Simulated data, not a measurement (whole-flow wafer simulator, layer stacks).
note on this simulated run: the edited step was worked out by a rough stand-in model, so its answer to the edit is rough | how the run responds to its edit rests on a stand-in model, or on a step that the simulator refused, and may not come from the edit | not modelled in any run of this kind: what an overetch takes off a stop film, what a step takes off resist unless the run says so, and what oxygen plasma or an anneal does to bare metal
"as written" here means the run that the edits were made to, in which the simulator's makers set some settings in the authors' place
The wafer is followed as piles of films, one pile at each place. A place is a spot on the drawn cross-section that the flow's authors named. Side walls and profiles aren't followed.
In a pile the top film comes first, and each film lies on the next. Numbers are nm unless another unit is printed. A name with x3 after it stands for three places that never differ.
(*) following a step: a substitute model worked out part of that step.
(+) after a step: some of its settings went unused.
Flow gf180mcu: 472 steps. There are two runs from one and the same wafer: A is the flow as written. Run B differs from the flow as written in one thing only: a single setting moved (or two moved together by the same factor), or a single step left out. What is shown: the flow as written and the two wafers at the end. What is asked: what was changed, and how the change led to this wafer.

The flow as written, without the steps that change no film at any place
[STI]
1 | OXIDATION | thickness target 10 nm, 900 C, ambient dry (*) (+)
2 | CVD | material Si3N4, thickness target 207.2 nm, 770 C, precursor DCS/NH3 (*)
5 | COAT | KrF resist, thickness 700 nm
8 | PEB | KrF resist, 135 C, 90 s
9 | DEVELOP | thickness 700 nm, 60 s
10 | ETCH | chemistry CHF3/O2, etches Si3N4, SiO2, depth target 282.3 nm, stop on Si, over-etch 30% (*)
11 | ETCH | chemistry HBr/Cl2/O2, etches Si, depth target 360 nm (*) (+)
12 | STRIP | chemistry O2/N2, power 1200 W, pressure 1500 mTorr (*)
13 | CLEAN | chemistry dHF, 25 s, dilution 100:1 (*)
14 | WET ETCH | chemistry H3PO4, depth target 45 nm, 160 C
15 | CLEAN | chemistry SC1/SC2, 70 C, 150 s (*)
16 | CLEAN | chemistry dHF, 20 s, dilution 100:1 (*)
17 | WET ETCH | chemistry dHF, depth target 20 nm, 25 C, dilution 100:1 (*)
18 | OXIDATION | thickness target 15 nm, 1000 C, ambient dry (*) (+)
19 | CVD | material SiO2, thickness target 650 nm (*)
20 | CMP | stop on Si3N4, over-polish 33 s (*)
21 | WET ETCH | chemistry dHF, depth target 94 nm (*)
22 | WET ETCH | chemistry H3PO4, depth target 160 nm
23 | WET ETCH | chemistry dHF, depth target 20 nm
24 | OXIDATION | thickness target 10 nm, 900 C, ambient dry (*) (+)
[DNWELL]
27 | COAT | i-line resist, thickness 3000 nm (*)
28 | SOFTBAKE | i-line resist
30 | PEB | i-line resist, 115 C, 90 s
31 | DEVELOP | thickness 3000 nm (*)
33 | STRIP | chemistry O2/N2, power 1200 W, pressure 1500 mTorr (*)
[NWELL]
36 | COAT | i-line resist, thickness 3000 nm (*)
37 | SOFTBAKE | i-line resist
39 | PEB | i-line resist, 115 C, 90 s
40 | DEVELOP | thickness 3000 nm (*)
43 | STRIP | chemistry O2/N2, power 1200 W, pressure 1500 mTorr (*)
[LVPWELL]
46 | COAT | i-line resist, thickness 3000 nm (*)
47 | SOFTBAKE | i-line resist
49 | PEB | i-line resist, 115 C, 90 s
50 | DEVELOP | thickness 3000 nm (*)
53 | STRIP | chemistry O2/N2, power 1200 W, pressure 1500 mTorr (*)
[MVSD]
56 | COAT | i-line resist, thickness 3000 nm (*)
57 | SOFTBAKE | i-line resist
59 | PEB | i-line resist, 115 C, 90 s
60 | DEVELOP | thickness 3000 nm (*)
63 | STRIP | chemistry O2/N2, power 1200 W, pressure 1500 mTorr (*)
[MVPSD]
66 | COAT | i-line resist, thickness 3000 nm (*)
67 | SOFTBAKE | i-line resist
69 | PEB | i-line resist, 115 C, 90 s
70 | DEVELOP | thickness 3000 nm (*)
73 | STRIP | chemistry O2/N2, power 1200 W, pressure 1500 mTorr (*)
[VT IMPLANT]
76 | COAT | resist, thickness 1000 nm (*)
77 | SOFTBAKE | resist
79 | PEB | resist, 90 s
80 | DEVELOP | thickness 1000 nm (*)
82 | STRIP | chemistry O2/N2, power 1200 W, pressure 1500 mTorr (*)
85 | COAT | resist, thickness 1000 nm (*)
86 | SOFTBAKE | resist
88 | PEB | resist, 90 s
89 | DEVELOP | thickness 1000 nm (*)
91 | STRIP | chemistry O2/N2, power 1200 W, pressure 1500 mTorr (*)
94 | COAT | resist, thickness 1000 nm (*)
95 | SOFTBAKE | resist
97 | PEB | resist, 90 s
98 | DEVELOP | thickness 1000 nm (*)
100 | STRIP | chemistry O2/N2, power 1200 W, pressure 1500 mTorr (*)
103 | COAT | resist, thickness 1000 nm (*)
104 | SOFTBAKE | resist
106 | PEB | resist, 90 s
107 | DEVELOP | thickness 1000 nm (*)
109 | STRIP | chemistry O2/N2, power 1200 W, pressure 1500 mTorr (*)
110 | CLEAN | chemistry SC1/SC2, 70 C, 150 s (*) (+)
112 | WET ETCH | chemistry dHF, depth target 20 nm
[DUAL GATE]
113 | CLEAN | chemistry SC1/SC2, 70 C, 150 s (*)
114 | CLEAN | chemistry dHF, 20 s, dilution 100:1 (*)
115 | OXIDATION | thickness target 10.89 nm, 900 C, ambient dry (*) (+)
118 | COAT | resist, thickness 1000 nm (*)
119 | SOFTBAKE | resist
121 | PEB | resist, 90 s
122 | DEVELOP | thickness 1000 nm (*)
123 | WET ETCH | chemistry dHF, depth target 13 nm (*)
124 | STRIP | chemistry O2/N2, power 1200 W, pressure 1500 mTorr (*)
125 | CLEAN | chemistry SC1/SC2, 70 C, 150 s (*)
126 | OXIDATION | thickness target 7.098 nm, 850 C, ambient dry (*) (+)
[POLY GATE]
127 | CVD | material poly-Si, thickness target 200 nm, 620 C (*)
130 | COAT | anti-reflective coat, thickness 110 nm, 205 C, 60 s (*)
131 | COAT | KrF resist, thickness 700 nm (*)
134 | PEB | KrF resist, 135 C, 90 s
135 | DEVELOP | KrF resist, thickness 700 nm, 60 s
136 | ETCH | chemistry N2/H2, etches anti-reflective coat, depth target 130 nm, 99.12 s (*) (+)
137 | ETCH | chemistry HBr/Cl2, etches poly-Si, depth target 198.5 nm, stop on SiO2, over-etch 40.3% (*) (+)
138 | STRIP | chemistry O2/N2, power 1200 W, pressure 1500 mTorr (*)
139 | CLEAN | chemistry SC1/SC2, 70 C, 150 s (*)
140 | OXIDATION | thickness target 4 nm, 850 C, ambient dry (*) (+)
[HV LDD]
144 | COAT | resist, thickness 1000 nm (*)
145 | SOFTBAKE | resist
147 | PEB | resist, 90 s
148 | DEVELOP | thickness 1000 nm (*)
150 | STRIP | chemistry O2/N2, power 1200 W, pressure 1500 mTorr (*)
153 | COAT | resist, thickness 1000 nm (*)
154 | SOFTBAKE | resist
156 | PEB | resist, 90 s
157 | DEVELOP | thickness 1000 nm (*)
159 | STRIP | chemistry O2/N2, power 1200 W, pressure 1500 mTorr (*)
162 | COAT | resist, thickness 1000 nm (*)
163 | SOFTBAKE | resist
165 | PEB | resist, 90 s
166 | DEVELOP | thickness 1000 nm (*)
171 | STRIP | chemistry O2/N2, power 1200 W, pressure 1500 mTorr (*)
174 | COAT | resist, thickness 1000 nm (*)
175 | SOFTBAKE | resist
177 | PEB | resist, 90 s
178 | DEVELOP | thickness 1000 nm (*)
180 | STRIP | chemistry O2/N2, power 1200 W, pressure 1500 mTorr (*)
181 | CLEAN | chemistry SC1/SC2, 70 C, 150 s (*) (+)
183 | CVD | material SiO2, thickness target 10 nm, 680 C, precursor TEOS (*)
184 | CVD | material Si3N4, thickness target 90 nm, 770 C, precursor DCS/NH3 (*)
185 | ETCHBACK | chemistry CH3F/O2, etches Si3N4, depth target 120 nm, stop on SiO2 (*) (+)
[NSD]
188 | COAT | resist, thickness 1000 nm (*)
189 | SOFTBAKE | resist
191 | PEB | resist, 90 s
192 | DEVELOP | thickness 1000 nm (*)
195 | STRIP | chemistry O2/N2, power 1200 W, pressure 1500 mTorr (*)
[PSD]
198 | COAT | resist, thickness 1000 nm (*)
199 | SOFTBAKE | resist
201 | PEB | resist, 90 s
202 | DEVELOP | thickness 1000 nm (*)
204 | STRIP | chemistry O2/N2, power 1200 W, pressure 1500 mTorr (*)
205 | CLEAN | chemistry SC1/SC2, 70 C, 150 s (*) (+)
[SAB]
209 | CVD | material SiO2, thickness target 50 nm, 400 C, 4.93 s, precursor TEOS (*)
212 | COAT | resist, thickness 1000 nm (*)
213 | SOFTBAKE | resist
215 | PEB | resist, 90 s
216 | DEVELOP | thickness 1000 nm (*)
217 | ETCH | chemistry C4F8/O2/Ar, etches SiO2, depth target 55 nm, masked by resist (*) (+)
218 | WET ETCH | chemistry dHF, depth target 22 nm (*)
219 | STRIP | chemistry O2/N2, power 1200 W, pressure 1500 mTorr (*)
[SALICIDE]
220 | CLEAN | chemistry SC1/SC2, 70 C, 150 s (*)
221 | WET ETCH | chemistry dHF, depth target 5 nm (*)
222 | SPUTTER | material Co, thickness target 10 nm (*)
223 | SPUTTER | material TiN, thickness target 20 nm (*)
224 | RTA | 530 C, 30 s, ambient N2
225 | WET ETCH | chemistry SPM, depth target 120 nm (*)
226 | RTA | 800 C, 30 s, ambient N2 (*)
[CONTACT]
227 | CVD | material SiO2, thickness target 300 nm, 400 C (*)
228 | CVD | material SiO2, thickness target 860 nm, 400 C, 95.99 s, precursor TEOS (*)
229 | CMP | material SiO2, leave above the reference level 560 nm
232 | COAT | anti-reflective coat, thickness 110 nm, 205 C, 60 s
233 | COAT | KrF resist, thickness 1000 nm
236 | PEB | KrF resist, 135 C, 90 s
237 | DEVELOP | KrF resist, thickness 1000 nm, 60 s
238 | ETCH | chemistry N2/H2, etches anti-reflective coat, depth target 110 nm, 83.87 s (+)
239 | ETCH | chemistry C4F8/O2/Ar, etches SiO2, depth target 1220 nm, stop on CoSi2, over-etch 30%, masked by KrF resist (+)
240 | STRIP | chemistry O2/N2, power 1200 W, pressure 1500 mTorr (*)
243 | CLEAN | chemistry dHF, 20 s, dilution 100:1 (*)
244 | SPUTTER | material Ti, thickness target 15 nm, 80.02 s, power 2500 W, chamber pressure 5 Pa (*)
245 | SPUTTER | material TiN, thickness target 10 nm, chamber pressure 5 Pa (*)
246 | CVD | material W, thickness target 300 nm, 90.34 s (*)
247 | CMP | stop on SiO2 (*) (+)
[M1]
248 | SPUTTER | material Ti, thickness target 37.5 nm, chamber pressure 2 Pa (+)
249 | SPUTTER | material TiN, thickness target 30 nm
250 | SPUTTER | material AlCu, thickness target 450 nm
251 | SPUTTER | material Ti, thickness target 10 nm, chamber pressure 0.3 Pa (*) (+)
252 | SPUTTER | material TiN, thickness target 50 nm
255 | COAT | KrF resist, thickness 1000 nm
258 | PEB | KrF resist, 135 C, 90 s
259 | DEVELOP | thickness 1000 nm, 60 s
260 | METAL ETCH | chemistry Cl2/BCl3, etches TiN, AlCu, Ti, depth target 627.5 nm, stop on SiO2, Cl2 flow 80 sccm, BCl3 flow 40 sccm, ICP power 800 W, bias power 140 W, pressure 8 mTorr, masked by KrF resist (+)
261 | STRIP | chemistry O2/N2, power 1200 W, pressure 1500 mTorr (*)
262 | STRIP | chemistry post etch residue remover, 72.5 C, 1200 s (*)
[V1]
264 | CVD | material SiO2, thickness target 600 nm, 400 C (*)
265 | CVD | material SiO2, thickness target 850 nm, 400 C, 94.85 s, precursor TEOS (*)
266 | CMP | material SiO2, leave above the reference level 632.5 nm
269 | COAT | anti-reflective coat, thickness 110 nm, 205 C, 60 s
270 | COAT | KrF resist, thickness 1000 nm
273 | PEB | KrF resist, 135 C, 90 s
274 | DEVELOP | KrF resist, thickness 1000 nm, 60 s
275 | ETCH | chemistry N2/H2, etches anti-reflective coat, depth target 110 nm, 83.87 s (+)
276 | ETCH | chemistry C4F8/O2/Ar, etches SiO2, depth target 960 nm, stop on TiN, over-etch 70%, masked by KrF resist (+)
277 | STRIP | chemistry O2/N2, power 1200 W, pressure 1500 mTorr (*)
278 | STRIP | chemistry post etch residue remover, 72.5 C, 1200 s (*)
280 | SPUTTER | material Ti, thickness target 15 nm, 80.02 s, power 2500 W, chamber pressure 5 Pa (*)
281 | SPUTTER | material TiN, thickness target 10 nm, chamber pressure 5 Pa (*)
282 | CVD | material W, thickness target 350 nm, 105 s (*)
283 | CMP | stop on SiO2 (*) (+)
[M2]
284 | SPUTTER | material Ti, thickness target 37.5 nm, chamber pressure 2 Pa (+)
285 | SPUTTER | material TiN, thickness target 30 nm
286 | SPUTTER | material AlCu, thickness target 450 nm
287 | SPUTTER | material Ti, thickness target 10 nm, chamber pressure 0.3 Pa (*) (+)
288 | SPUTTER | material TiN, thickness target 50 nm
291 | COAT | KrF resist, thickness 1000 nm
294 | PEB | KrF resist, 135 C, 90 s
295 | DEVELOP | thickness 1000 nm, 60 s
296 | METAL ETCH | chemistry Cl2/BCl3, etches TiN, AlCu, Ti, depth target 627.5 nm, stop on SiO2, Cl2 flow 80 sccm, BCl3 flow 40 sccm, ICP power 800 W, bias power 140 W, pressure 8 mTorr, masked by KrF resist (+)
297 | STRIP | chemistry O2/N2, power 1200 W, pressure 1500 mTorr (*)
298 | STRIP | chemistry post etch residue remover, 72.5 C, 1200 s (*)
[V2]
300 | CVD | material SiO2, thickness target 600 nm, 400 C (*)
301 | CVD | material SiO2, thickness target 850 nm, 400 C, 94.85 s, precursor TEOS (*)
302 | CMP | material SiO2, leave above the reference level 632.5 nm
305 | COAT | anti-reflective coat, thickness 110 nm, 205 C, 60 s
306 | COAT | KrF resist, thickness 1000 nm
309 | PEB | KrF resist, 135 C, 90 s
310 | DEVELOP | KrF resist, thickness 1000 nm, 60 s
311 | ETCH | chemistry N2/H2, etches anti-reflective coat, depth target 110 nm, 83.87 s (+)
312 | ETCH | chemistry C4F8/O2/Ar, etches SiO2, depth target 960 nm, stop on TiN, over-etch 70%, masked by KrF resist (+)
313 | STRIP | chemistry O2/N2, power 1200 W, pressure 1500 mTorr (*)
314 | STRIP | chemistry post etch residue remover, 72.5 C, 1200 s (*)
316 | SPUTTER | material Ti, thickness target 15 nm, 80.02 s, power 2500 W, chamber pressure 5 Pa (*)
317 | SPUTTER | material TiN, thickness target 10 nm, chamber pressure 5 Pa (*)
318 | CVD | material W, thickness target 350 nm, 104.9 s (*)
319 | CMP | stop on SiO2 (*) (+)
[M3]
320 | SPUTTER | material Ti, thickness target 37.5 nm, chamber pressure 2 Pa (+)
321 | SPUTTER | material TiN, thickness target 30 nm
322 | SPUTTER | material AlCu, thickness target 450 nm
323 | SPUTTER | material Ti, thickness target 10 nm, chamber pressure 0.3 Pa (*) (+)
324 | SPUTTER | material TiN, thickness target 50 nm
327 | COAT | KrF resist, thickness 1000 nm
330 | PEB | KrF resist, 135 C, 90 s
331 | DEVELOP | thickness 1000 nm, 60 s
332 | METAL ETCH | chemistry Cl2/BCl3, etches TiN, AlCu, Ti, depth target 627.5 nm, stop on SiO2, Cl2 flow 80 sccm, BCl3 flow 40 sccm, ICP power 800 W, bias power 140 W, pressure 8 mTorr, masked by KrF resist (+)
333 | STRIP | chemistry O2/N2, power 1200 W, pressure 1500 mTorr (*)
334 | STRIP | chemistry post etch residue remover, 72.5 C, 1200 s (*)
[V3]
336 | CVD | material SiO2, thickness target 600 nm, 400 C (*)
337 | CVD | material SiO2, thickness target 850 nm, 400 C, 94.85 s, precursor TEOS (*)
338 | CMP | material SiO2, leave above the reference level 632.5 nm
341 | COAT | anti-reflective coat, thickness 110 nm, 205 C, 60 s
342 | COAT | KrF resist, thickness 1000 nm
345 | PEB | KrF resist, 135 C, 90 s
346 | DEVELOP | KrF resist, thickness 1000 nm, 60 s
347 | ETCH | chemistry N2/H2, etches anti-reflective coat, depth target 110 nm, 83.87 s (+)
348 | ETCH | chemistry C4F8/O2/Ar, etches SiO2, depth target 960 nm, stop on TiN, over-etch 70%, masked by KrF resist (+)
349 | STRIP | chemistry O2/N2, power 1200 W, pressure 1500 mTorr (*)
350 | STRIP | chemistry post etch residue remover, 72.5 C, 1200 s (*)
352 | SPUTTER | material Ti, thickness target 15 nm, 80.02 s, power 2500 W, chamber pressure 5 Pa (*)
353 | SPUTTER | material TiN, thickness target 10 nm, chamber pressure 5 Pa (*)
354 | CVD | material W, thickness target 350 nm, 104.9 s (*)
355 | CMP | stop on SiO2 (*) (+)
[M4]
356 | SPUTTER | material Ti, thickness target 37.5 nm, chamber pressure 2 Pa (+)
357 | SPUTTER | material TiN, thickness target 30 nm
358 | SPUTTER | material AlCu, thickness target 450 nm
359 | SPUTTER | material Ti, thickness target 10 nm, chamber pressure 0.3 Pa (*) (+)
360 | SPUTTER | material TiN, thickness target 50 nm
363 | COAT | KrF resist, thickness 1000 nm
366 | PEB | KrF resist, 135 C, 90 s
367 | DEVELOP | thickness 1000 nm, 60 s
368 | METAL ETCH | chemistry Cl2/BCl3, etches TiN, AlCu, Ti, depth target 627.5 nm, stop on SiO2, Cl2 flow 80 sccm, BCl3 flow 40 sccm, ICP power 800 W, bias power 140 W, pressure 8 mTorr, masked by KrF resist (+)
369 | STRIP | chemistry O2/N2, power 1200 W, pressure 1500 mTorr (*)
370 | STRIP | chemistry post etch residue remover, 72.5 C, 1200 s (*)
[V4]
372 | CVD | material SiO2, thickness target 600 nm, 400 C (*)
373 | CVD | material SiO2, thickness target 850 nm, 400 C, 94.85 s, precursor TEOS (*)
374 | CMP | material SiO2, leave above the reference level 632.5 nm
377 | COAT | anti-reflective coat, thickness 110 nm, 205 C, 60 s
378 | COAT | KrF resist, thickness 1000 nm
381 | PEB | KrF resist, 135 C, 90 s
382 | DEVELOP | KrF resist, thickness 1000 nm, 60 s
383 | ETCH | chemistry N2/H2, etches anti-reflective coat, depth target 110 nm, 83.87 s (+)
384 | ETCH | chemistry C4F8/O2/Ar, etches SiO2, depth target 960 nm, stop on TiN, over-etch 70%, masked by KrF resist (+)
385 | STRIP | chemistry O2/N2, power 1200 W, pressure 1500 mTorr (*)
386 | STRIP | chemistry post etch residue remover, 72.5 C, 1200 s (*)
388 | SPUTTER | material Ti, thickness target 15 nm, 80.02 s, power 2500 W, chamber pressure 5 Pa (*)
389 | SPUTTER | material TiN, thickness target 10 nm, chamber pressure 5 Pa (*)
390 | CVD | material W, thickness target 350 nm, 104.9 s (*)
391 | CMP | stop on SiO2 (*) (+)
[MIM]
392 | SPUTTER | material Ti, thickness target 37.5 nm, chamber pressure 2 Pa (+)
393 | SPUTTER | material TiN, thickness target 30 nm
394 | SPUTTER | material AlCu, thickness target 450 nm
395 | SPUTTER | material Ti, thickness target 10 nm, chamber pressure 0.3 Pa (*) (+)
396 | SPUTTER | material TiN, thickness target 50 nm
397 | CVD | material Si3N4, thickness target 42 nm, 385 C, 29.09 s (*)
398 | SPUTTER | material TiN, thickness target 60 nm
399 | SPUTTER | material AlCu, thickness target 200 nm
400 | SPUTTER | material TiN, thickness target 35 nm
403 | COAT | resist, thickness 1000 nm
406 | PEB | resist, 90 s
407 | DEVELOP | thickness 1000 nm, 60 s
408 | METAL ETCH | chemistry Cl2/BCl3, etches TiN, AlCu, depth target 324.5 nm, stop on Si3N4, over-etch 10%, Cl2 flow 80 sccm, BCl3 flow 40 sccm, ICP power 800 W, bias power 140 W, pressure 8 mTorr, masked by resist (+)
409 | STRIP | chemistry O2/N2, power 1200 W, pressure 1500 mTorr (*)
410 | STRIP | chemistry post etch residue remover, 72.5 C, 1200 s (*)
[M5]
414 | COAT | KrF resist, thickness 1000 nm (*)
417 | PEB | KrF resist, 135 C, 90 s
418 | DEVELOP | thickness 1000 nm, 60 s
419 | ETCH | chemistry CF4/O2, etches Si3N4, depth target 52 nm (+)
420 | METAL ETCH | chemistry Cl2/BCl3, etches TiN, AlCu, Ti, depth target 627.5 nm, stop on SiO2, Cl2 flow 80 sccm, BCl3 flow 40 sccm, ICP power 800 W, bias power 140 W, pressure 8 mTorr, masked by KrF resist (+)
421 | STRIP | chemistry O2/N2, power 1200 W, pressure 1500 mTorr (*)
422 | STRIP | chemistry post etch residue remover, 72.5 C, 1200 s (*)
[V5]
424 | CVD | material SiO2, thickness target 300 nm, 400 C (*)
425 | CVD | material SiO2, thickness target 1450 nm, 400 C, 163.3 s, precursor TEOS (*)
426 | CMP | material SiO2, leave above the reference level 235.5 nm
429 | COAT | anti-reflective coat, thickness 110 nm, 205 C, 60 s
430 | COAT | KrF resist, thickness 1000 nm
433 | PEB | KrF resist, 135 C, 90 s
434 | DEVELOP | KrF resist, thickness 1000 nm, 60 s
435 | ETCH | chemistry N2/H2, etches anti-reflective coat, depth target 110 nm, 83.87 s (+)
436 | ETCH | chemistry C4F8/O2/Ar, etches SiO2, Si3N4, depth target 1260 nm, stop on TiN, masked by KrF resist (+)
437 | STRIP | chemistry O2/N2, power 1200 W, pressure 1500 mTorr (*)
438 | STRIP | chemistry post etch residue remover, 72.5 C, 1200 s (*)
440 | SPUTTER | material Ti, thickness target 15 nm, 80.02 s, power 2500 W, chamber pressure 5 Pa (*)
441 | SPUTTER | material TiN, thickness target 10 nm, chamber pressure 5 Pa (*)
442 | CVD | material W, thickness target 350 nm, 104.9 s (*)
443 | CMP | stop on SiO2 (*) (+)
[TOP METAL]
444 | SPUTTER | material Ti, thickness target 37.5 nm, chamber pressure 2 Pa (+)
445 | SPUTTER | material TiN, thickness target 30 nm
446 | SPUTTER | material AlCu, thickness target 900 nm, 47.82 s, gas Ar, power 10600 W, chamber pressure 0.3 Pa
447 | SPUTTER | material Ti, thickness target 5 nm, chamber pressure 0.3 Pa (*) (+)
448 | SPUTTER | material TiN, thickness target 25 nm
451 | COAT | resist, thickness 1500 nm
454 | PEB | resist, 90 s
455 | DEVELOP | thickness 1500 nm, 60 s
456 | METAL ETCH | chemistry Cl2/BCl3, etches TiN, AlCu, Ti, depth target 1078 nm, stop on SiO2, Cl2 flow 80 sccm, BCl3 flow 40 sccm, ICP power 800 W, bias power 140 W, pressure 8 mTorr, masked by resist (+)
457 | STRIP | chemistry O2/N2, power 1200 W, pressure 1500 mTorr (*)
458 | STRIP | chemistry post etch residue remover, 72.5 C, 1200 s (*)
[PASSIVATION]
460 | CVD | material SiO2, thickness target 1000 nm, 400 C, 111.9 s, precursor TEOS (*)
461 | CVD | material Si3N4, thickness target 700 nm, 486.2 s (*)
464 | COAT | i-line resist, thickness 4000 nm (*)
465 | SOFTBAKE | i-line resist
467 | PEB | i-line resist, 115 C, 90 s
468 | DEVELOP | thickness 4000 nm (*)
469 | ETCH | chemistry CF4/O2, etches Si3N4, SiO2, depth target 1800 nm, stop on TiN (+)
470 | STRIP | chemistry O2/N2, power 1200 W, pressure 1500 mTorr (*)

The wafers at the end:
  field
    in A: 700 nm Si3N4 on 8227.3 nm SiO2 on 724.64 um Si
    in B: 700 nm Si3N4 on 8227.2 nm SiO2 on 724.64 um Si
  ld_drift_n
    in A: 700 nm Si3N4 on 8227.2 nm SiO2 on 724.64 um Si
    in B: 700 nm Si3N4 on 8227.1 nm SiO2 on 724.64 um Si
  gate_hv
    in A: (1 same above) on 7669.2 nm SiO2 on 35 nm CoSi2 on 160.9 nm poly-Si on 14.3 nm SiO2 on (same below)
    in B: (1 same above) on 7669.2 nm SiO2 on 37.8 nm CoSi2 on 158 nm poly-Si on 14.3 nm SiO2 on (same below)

Cause: step 222, SPUTTER: thickness target 10.8 nm was run, while the flow as written has thickness target 10 nm.

How this came from the change, step by step:
  222 | SPUTTER | material Co, thickness target 10 nm (*)
      field, field__w7, field__w8 and 71 more: A Co gains 10 (new film) | B Co gains 10.8 (new film)
      field__w6, field_sub, field_sub__w2: A Co gains 9.95 (new film) | B Co gains 10.7 (new film)
      (also at 31 further places)
  223 | SPUTTER | material TiN, thickness target 20 nm (*)
      field__w12: A TiN gains 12 (new film) | B TiN gains 12.6 (new film)
  224 | RTA | 530 C, 30 s, ambient N2
      gate, gate_hv, gate_p and 22 more: A under 1 film: CoSi gains 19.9 (new film), Co loses 10 (all of it), poly-Si loses 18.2 | B under 1 film: CoSi gains 21.5 (new film), Co loses 10.8 (all of it), poly-Si loses 19.7
      active, p_well, sd_n and 11 more: A under 1 film: CoSi gains 19.9 (new film), Co loses 10 (all of it), Si loses 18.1 | B under 1 film: CoSi gains 21.5 (new film), Co loses 10.8 (all of it), Si loses 19.6
      (also at 10 further places)
  225 | WET ETCH | chemistry SPM, depth target 120 nm (*)
      field, field__w7, field__w8 and 32 more: A TiN loses 20 (all of it), Co loses 10 (all of it) | B TiN loses 20 (all of it), Co loses 10.8 (all of it)
      field__w9, nw_enc_fld_lv__w3: A TiN loses 19.1 (all of it), Co loses 9.6 (all of it) | B TiN loses 19.1 (all of it), Co loses 10.4 (all of it)
      (also at 23 further places)
  226 | RTA | 800 C, 30 s, ambient N2 (*)
      gate, gate_hv, gate_p and 22 more: A CoSi2 gains 35 (new film), CoSi loses 19.9 (all of it), poly-Si loses 18.2 | B CoSi2 gains 37.8 (new film), CoSi loses 21.5 (all of it), poly-Si loses 19.7
      active, p_well, sd_n and 11 more: A CoSi2 gains 35 (new film), CoSi loses 19.9 (all of it), Si loses 18.1 | B CoSi2 gains 37.8 (new film), CoSi loses 21.5 (all of it), Si loses 19.6
      (also at 10 further places)
